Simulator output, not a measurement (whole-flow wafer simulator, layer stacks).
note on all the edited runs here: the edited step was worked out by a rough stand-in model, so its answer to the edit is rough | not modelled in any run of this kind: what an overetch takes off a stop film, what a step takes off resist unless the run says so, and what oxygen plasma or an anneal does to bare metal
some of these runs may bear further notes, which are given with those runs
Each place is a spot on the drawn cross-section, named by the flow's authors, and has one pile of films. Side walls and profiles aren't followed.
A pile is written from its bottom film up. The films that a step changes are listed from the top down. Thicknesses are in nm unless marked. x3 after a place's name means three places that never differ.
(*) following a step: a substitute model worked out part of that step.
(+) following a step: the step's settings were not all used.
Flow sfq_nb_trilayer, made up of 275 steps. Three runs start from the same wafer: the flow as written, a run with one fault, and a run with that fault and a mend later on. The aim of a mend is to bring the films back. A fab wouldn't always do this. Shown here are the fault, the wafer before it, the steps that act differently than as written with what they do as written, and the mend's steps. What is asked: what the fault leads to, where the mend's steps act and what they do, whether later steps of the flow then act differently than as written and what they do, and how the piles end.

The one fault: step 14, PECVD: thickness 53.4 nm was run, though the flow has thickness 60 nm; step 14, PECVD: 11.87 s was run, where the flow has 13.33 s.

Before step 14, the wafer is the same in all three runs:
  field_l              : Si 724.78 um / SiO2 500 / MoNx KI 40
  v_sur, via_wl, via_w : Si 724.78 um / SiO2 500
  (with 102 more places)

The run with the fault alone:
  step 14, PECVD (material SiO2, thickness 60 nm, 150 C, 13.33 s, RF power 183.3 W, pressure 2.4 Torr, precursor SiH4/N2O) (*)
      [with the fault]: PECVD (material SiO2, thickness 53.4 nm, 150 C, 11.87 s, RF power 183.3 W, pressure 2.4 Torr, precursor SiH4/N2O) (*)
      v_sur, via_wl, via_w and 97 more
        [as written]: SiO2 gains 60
        [with the fault]: SiO2 gains 53.4
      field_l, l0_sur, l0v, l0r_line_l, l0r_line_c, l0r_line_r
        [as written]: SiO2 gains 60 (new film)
        [with the fault]: SiO2 gains 53.4 (new film)
  Later steps of the flow acting differently than as written (not shown: 8 more steps that differ only slightly, by at most 2% or 0.5 nm, whichever is larger):
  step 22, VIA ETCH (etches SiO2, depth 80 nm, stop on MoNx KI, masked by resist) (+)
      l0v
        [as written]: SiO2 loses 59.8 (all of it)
        [with the fault]: SiO2 loses 53.2 (all of it)
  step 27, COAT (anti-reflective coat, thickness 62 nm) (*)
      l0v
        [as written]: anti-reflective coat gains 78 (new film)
        [with the fault]: anti-reflective coat gains 75.9 (new film)
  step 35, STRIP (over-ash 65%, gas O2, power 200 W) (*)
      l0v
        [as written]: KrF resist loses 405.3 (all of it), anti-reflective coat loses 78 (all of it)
        [with the fault]: KrF resist loses 401.2 (all of it), anti-reflective coat loses 75.9 (all of it)
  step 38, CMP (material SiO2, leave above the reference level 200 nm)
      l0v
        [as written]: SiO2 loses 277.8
        [with the fault]: SiO2 loses 285.5
  At field_l, l0_sur, l0r_line_l, l0r_line_c, l0r_line_r, the piles at the end differ from the flow's by more than 2% or 0.5 nm, whichever is larger.
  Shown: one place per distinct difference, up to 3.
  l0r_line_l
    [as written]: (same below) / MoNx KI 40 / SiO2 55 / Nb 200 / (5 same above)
    [with the fault]: (same below) / MoNx KI 40 / SiO2 48.4 / Nb 200 / (5 same above)
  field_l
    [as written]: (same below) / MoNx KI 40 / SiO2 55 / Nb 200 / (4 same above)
    [with the fault]: (same below) / MoNx KI 40 / SiO2 48.4 / Nb 200 / (4 same above)
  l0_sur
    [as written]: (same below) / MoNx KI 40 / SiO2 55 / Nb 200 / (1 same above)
    [with the fault]: (same below) / MoNx KI 40 / SiO2 48.4 / Nb 200 / (1 same above)

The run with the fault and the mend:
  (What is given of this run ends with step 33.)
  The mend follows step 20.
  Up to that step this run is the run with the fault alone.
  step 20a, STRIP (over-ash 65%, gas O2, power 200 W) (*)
      p4_fl x3, p4_w1 x9, p4_g1 x2 and 59 more
        KrF resist loses 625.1 (all of it), anti-reflective coat loses 62 (all of it)
      jj_sur, ce_l, c5j, ce_r, sp_r, be_r, r_sur
        KrF resist loses 632 (all of it), anti-reflective coat loses 63.7 (all of it)
      l0r_line_l, l0r_line_c, l0r_line_r
        KrF resist loses 621.1 (all of it), anti-reflective coat loses 58.9 (all of it)
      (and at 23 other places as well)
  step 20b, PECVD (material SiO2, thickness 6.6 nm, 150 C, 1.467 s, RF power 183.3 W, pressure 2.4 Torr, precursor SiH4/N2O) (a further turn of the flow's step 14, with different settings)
      field_l, v_sur, via_wl and 103 more
        SiO2 gains 6.6
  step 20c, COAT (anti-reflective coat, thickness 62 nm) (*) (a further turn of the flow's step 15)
      p4_fl x3, p4_w1 x9, p4_g1 x2 and 59 more
        anti-reflective coat gains 62 (new film)
      be_sur, gap, jj_sur and 8 more
        anti-reflective coat gains 63.7 (new film)
      wire, be, moat, field_r, lsp_l
        anti-reflective coat gains 63.8 (new film)
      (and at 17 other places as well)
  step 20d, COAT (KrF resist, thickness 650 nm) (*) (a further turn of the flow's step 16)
      p4_fl x3, p4_w1 x9, p4_g1 x2 and 59 more
        KrF resist gains 650 (new film)
      ce_l, c5j, ce_r, sp_r, be_r
        KrF resist gains 656.9 (new film)
      gap, jj_sur, r_sur, res
        KrF resist gains 657 (new film)
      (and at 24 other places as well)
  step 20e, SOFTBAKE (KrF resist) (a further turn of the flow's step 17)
      alters no film at any place that is followed
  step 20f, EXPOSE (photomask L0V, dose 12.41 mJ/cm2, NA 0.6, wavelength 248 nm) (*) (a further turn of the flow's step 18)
      alters no film at any place that is followed
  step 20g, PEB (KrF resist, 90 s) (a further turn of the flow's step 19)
      p4_fl x3, p4_w1 x9, p4_g1 x2 and 59 more
        KrF resist loses 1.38
      via_v, wire, be and 15 more
        KrF resist loses 1.39
      v_sur, via_w, via_wr, via_sp, lsp_m, ln_m6, lsp_r
        KrF resist loses 1.4
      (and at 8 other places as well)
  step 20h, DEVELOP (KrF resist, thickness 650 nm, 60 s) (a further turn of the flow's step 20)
      field_l, v_sur, via_wl and 102 more
        KrF resist loses 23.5
      l0v
        KrF resist loses 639 (all of it)
  None of the later steps of the flow up to step 33 differs from how it acts as written, at any place that is followed, by more than 2% or 0.5 nm, whichever is larger.
  At every place that both follow, the piles after step 33 match the flow's.
